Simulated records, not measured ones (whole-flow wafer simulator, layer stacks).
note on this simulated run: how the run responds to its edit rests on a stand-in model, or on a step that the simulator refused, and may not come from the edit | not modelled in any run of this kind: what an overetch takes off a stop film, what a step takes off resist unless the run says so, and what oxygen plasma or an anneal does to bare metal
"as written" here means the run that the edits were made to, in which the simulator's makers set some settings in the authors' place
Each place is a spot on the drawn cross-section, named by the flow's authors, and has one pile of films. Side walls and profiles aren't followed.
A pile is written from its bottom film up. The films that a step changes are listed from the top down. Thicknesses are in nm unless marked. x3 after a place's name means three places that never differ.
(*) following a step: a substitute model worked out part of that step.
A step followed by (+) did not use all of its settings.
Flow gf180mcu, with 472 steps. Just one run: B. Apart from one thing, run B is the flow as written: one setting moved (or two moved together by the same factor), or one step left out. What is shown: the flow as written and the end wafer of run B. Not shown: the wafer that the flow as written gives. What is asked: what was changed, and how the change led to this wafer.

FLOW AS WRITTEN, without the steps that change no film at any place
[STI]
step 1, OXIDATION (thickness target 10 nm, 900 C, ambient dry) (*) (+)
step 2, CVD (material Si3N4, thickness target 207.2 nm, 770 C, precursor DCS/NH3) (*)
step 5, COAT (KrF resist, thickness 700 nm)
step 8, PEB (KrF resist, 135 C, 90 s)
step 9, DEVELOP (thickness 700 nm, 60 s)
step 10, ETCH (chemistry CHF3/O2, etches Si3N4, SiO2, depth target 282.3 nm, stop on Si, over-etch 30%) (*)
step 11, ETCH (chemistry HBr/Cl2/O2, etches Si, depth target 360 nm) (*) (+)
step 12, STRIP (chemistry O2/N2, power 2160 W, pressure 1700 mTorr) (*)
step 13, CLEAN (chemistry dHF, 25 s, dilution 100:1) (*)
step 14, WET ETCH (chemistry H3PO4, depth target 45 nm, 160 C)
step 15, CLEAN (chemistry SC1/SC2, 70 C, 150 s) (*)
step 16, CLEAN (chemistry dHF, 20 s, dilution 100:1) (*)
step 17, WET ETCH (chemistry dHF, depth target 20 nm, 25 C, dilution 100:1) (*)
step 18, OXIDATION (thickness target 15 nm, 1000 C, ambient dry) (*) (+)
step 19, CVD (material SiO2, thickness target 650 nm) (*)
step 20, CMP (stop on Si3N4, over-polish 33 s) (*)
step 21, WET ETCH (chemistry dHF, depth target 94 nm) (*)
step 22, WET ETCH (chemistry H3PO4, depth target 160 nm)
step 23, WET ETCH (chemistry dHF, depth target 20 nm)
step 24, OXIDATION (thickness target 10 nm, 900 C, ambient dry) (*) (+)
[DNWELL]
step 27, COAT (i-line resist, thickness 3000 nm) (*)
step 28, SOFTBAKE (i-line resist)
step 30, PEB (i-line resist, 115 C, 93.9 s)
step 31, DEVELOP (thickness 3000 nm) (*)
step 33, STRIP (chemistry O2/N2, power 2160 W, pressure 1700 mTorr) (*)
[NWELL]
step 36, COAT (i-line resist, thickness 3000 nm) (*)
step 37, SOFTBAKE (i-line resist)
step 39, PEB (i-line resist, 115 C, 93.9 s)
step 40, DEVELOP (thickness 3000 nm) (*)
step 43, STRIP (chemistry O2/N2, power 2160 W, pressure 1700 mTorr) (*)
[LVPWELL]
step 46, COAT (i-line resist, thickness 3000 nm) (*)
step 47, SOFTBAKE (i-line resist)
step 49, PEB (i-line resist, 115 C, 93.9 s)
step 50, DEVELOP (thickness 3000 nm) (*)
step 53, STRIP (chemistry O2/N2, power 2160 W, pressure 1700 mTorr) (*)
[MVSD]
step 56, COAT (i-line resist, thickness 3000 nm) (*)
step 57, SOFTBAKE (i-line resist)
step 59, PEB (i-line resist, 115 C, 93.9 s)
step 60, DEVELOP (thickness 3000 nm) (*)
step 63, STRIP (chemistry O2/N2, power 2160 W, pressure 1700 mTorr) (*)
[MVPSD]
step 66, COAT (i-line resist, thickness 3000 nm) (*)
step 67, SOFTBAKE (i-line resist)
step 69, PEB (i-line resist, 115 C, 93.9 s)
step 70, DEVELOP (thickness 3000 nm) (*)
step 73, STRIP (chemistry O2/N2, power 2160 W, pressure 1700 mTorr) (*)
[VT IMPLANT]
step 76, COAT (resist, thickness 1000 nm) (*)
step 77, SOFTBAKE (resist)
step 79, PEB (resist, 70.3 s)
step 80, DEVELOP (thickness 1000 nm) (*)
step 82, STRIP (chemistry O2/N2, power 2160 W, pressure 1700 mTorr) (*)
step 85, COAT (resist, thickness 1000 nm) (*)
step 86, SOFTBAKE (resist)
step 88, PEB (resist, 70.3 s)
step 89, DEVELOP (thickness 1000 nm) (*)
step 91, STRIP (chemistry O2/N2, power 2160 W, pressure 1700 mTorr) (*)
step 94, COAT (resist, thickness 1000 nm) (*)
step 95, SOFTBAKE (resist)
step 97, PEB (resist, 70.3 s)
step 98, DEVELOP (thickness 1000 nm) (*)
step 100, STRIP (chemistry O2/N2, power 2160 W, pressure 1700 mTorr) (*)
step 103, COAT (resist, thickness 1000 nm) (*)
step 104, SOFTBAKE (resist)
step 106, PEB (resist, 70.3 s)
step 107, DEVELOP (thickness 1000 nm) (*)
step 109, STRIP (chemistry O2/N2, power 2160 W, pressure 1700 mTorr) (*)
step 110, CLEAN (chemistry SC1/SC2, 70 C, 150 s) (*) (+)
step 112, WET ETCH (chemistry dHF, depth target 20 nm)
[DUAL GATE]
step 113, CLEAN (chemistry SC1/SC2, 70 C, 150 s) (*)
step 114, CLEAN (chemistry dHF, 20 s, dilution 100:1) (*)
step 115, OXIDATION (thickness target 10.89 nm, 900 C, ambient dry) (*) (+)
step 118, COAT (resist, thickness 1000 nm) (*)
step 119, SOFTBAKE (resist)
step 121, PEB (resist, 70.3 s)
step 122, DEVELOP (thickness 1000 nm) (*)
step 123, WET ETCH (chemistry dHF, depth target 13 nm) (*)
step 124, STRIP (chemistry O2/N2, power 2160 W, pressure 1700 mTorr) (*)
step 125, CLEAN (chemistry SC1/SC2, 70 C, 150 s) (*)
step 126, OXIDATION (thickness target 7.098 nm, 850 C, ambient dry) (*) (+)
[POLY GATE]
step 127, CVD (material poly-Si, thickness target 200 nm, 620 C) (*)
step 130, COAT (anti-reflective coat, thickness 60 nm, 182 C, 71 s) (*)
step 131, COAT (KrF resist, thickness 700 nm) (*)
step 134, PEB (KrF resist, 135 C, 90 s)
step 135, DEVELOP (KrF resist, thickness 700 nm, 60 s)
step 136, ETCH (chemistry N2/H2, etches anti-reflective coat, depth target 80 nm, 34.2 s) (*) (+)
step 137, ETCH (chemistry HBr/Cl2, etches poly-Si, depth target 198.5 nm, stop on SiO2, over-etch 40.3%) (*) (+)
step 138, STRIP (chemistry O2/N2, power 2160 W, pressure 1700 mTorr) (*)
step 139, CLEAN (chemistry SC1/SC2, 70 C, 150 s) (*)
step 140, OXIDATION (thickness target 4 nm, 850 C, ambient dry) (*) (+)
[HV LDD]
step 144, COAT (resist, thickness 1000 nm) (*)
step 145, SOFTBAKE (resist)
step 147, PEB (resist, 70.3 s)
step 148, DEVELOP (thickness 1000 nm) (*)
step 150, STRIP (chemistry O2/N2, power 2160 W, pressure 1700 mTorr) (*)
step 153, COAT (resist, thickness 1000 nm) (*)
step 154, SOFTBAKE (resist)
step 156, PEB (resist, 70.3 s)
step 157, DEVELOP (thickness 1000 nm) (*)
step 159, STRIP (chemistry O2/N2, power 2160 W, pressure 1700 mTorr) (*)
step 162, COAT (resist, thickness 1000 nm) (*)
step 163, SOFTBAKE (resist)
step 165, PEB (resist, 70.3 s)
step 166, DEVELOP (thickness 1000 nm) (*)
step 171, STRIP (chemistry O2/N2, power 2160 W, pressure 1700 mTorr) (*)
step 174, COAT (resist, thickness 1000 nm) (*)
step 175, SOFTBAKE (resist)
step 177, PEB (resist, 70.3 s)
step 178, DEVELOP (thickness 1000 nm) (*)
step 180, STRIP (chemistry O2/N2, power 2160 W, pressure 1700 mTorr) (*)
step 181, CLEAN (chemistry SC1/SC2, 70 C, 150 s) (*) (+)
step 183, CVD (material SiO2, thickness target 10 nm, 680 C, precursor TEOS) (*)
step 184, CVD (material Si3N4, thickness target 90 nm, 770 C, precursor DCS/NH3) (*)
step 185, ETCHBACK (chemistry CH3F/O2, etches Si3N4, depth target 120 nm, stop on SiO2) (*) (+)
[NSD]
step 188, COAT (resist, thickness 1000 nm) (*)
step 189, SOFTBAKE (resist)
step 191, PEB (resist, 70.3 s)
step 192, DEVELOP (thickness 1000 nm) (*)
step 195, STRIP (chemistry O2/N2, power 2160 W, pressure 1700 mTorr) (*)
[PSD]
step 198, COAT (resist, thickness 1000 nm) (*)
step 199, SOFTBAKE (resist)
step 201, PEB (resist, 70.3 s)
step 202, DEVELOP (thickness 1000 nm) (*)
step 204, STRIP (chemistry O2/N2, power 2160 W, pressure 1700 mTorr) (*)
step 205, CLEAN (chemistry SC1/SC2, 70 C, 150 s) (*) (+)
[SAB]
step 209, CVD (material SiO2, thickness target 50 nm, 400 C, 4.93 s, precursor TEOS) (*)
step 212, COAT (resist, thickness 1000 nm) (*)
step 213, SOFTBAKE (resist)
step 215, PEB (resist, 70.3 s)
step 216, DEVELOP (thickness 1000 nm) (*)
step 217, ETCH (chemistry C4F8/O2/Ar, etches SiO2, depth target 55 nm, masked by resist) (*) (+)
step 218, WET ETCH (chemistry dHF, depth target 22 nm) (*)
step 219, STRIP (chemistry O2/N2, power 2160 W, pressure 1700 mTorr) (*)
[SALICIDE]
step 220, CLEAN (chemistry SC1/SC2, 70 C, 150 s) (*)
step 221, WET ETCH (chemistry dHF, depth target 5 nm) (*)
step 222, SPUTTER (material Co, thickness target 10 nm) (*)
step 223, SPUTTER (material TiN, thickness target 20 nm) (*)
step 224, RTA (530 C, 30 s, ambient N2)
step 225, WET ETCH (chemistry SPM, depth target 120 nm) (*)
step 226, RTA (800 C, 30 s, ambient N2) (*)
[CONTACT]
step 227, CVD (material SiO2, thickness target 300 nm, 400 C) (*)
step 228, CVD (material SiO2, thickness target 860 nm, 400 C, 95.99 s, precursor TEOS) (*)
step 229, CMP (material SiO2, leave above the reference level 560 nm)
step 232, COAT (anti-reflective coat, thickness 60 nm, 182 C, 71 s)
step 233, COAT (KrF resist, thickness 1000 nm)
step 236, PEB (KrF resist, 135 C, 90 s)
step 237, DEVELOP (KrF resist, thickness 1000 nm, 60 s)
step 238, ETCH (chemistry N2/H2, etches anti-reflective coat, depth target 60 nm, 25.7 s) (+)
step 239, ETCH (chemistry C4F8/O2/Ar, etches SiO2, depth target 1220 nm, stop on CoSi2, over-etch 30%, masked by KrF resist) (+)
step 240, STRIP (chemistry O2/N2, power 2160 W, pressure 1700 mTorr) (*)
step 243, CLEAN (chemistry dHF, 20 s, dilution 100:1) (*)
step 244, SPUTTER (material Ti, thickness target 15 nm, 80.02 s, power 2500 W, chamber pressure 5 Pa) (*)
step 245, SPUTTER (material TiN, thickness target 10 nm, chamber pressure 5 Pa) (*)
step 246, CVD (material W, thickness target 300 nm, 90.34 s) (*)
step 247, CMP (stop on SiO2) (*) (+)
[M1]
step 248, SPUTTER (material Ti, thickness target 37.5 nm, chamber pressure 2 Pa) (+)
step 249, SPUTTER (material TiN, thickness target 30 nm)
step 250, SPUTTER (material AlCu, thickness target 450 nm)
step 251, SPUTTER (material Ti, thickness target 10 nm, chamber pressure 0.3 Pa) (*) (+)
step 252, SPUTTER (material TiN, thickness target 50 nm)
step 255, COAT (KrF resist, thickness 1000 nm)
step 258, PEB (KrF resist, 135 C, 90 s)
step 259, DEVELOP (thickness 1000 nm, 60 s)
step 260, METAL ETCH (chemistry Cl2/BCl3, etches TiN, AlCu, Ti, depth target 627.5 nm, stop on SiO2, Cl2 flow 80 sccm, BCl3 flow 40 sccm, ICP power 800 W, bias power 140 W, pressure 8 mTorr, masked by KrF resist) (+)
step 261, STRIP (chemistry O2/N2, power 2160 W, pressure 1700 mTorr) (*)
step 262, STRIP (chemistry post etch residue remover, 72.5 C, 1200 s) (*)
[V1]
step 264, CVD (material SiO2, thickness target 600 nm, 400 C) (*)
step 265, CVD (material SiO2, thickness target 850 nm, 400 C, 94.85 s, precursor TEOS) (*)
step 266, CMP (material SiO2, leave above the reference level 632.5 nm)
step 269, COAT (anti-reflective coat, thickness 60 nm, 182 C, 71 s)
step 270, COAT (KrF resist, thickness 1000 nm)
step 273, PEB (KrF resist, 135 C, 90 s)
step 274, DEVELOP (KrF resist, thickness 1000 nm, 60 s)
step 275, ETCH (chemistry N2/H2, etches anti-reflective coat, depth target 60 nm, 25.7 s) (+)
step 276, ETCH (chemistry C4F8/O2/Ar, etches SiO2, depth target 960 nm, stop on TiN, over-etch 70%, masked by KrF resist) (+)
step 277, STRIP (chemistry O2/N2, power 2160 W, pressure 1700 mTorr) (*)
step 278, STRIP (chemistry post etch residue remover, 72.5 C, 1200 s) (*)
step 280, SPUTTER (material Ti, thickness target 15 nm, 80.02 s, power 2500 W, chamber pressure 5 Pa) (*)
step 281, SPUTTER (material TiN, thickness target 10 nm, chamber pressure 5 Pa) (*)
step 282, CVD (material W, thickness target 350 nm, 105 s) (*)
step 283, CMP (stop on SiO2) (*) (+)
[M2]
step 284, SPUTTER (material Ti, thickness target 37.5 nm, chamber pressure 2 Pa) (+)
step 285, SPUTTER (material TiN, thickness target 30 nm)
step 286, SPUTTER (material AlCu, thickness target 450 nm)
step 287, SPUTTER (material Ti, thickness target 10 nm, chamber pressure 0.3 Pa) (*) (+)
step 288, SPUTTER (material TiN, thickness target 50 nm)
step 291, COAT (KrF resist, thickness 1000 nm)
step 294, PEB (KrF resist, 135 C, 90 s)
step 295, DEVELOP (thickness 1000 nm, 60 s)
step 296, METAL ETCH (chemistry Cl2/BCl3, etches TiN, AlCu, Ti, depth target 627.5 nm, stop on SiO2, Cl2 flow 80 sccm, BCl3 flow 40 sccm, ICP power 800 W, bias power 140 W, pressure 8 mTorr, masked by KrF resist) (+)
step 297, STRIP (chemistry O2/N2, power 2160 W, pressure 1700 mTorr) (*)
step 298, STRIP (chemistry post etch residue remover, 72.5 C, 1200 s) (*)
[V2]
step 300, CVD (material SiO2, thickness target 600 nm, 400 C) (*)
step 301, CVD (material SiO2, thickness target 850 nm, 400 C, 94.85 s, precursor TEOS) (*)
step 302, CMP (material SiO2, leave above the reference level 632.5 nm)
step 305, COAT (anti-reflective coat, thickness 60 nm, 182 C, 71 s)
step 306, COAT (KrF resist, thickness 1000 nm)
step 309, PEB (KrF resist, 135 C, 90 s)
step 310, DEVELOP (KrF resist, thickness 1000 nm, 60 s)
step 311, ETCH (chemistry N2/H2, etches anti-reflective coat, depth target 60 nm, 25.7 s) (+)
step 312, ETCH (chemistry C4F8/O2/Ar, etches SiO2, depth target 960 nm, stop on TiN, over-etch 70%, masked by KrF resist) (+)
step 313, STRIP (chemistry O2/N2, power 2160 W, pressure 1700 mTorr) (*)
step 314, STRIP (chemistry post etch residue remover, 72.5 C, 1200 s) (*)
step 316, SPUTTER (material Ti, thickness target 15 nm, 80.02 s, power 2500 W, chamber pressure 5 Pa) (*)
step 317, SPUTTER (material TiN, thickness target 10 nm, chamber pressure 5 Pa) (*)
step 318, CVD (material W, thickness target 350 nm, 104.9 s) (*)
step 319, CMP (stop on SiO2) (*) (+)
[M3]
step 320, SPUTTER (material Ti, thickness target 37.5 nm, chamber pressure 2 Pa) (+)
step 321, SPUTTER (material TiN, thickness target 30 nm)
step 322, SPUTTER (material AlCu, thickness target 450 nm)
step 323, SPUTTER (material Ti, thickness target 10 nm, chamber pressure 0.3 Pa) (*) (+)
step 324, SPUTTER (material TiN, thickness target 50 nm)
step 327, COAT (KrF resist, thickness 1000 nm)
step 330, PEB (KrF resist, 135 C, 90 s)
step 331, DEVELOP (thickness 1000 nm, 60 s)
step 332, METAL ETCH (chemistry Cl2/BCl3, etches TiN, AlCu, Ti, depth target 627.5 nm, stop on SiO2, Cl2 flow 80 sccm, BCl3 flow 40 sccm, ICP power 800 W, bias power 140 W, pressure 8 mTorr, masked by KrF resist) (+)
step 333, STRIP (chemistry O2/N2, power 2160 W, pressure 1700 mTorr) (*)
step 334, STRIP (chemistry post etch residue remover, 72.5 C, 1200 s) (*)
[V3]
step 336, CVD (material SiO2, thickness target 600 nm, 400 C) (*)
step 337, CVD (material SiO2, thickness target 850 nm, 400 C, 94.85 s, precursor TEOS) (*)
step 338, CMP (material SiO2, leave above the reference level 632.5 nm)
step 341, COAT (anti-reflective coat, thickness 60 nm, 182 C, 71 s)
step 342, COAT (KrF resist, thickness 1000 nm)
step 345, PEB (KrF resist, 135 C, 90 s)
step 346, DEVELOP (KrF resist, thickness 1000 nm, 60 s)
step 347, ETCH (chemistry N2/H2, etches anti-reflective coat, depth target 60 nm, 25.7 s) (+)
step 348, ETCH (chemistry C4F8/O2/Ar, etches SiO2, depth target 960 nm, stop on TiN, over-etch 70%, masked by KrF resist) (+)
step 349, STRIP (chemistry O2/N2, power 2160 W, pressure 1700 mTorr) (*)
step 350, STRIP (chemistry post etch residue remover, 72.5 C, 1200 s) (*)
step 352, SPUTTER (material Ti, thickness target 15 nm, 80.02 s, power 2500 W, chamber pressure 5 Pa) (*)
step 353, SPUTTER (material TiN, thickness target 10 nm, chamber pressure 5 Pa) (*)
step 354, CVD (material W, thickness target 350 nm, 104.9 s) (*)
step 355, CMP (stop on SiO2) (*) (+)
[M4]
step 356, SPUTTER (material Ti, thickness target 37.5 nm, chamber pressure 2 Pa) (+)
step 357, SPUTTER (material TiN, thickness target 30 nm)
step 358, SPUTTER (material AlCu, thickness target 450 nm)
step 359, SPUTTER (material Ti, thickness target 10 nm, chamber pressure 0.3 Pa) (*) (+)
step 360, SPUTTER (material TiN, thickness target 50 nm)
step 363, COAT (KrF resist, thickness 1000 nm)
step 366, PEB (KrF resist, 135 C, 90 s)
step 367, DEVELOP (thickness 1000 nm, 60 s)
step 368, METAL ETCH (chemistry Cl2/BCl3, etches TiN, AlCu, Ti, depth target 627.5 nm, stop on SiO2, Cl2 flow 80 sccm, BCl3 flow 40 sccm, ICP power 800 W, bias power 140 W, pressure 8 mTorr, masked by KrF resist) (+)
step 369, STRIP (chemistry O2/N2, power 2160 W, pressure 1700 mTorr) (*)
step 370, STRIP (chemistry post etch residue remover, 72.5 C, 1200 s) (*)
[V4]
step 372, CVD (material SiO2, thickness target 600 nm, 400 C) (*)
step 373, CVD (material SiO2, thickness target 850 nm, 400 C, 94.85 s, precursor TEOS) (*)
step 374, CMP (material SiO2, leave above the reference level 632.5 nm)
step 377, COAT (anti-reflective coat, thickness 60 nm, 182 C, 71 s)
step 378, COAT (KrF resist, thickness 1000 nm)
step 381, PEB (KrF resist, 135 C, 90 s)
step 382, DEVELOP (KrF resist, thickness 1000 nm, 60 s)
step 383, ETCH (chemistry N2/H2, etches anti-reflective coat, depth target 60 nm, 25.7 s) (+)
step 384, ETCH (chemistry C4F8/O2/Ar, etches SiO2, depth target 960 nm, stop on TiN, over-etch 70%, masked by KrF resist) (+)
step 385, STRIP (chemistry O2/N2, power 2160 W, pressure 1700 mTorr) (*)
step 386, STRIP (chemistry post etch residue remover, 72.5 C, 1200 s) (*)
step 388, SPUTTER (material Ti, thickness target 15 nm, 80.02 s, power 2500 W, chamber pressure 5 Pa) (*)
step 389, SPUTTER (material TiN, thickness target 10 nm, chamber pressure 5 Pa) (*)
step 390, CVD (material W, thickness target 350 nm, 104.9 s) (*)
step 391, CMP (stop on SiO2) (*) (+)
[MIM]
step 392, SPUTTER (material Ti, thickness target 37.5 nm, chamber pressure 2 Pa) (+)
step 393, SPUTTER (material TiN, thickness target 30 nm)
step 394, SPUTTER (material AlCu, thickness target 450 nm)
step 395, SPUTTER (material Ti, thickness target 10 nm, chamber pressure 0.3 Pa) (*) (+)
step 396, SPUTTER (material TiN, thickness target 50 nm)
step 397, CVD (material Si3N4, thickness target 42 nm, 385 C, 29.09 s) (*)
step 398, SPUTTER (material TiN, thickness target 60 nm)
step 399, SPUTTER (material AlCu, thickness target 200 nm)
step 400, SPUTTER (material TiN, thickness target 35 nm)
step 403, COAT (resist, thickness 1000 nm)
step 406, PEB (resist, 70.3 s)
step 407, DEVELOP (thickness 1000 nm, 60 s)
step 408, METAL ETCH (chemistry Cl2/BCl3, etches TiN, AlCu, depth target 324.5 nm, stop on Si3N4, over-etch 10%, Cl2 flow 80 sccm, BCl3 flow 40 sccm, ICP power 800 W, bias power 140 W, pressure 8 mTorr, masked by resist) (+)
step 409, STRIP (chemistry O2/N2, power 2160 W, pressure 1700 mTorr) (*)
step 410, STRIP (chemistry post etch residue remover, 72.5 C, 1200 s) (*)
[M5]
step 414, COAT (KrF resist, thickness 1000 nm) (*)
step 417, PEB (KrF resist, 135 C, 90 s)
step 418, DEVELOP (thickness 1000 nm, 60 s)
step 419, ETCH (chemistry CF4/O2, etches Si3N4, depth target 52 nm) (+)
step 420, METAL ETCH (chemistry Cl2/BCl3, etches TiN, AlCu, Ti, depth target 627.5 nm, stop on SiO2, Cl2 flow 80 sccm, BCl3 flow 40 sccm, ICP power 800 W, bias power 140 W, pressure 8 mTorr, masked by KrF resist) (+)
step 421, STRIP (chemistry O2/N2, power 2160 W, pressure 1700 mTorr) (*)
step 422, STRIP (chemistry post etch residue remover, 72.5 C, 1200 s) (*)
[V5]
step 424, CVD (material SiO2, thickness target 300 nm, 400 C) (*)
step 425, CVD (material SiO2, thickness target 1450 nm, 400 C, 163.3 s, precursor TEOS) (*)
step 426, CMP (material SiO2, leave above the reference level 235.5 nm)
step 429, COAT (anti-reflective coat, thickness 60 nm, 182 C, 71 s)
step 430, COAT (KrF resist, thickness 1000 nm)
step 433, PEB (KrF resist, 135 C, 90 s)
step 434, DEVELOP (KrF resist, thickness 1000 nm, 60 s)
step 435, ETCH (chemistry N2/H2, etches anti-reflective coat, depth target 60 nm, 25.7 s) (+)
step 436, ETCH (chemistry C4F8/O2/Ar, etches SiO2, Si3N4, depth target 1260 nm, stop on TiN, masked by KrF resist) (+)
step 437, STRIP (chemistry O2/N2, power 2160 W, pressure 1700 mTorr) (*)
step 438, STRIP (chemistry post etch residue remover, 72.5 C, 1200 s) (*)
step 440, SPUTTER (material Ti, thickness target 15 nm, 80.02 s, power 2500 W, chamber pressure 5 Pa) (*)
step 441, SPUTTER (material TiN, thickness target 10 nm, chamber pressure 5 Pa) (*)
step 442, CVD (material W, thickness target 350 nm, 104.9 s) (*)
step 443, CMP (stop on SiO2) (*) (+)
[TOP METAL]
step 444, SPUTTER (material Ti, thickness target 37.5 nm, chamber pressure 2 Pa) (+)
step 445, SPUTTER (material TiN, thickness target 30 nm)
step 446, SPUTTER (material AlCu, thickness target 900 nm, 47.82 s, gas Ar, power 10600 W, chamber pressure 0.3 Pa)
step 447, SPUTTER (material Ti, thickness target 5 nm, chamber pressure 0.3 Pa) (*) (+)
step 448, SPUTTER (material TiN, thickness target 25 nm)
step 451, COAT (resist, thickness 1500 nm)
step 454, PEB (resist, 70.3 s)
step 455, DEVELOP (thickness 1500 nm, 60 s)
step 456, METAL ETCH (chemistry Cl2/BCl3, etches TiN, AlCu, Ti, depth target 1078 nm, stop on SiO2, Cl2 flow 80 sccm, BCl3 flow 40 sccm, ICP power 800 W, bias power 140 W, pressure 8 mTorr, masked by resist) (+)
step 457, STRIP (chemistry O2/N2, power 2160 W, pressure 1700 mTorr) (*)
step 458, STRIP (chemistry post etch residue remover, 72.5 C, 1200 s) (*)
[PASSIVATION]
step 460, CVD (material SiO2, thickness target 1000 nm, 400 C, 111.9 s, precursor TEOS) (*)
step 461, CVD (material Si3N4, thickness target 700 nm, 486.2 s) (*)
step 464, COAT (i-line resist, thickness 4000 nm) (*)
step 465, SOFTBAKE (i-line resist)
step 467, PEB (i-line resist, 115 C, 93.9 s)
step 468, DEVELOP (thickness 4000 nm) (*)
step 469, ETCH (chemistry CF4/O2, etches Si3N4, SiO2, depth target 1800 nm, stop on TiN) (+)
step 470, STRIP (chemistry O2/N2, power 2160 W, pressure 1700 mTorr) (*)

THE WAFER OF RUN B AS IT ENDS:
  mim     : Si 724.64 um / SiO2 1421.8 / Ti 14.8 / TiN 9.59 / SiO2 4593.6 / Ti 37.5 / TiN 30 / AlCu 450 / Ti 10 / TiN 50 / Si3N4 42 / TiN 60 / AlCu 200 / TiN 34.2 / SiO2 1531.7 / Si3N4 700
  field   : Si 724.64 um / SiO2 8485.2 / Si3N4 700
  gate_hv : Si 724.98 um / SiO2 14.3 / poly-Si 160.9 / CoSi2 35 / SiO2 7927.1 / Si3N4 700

What caused this: step 229, CMP: leave above the reference level 818 nm was run, whereas the flow has leave above the reference level 560 nm.

The path from the change to this, step by step:
  step 229, CMP (material SiO2, leave above the reference level 560 nm)
      field__w2: nothing (it would be, as written: SiO2 loses 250)
      field__w3: nothing (it would be, as written: SiO2 loses 232.3)
      (and at 109 other places as well)
  step 232, COAT (anti-reflective coat, thickness 60 nm, 182 C, 71 s)
      field__w2: anti-reflective coat gains 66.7 (new film) (it would be, as written: anti-reflective coat gains 60 (new film))
      field__w3: anti-reflective coat gains 84.1 (new film) (it would be, as written: anti-reflective coat gains 60 (new film))
      (and at 8 other places as well)
  step 239, ETCH (chemistry C4F8/O2/Ar, etches SiO2, depth target 1220 nm, stop on CoSi2, over-etch 30%, masked by KrF resist) (+)
      field, field__w1, field__w2 and 105 more: KrF resist loses 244 (it would be, as written: KrF resist loses 223.5)
      polyc_n, polyc_p: SiO2 loses 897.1 (all of it) (it would be, as written: SiO2 loses 639.1 (all of it))
      (and at 1 other place as well)
  step 240, STRIP (chemistry O2/N2, power 2160 W, pressure 1700 mTorr) (*)
      field__w1, field__w8, field__w10 and 42 more: KrF resist loses 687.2 (all of it), anti-reflective coat loses 60 (all of it) (it would be, as written: KrF resist loses 707.7 (all of it), anti-reflective coat loses 60 (all of it))
      field, field_sub, field_sub__w1 and 26 more: KrF resist loses 687.1 (all of it), anti-reflective coat loses 60 (all of it) (it would be, as written: KrF resist loses 707.7 (all of it), anti-reflective coat loses 60 (all of it))
      (and at 34 other places as well)
  step 244, SPUTTER (material Ti, thickness target 15 nm, 80.02 s, power 2500 W, chamber pressure 5 Pa) (*)
      field__w3: Ti gains 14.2 (new film) (it would be, as written: Ti gains 15 (new film))
      contact: Ti gains 7.37 (new film) (it would be, as written: Ti gains 8.55 (new film))
  step 245, SPUTTER (material TiN, thickness target 10 nm, chamber pressure 5 Pa) (*)
      field__w3: TiN gains 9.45 (new film) (it would be, as written: TiN gains 10 (new film))
      contact: TiN gains 4.74 (new film) (it would be, as written: TiN gains 5.48 (new film))
  step 246, CVD (material W, thickness target 300 nm, 90.34 s) (*)
      polyc_n, polyc_p: W gains 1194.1 (new film) (it would be, as written: W gains 936.1 (new film))
      contact: W gains 1427.4 (new film) (it would be, as written: W gains 1167.5 (new film))
  step 247, CMP (stop on SiO2) (*) (+)
      field__w2: W loses 300 (all of it), TiN loses 10 (all of it), Ti loses 15 (all of it) (it would be, as written: W loses 300 (all of it), TiN loses 10 (all of it), Ti loses 15 (all of it), SiO2 loses 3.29)
      field__w3: W loses 300.1 (all of it), TiN loses 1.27 (it would be, as written: W loses 300 (all of it), TiN loses 10 (all of it), Ti loses 15 (all of it), SiO2 loses 3.29)
      (and at 2 other places as well)
  step 248, SPUTTER (material Ti, thickness target 37.5 nm, chamber pressure 2 Pa) (+)
      field__w2: Ti gains 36 (new film) (it would be, as written: Ti gains 37.5 (new film))
  step 249, SPUTTER (material TiN, thickness target 30 nm)
      field__w2: TiN gains 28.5 (new film) (it would be, as written: TiN gains 30 (new film))
  step 251, SPUTTER (material Ti, thickness target 10 nm, chamber pressure 0.3 Pa) (*) (+)
      field__w2: Ti gains 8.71 (new film) (it would be, as written: Ti gains 10 (new film))
  step 252, SPUTTER (material TiN, thickness target 50 nm)
      field__w2: TiN gains 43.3 (new film) (it would be, as written: TiN gains 50 (new film))
  step 260, METAL ETCH (chemistry Cl2/BCl3, etches TiN, AlCu, Ti, depth target 627.5 nm, stop on SiO2, Cl2 flow 80 sccm, BCl3 flow 40 sccm, ICP power 800 W, bias power 140 W, pressure 8 mTorr, masked by KrF resist) (+)
      field__w3: TiN loses 50 (all of it), Ti loses 10 (all of it), AlCu loses 450 (all of it), TiN loses 30 (all of it), Ti loses 37.5 (all of it), TiN loses 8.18 (all of it), Ti loses 14.2 (all of it) (it would be, as written: TiN loses 50 (all of it), Ti loses 10 (all of it), AlCu loses 450 (all of it), TiN loses 30 (all of it), Ti loses 37.5 (all of it))
      field__w12: TiN loses 50 (all of it), Ti loses 10 (all of it), AlCu loses 450 (all of it), TiN loses 30 (all of it), Ti loses 37.5 (all of it), TiN loses 7.81 (all of it), Ti loses 14.7 (all of it) (it would be, as written: TiN loses 50 (all of it), Ti loses 10 (all of it), AlCu loses 450 (all of it), TiN loses 30 (all of it), Ti loses 37.5 (all of it))
      (and at 2 other places as well)
  step 262, STRIP (chemistry post etch residue remover, 72.5 C, 1200 s) (*)
      mim: W loses 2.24 (all of it), TiN loses 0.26 (it would be, as written: nothing)
  step 264, CVD (material SiO2, thickness target 600 nm, 400 C) (*)
      mim: SiO2 gains 600 (new film) (it would be, as written: SiO2 gains 600)
  step 266, CMP (material SiO2, leave above the reference level 632.5 nm)
      field__w3, field__w12: SiO2 loses 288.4 (it would be, as written: SiO2 loses 300)
      mim: SiO2 loses 291.3 (it would be, as written: SiO2 loses 300)
Taking metal films that touch as one body, mim has 3 bodies (between them, from the top down: Si3N4 42; SiO2 4593.6); the flow as written gives 2 bodies (between them, from the top down: Si3N4 42).
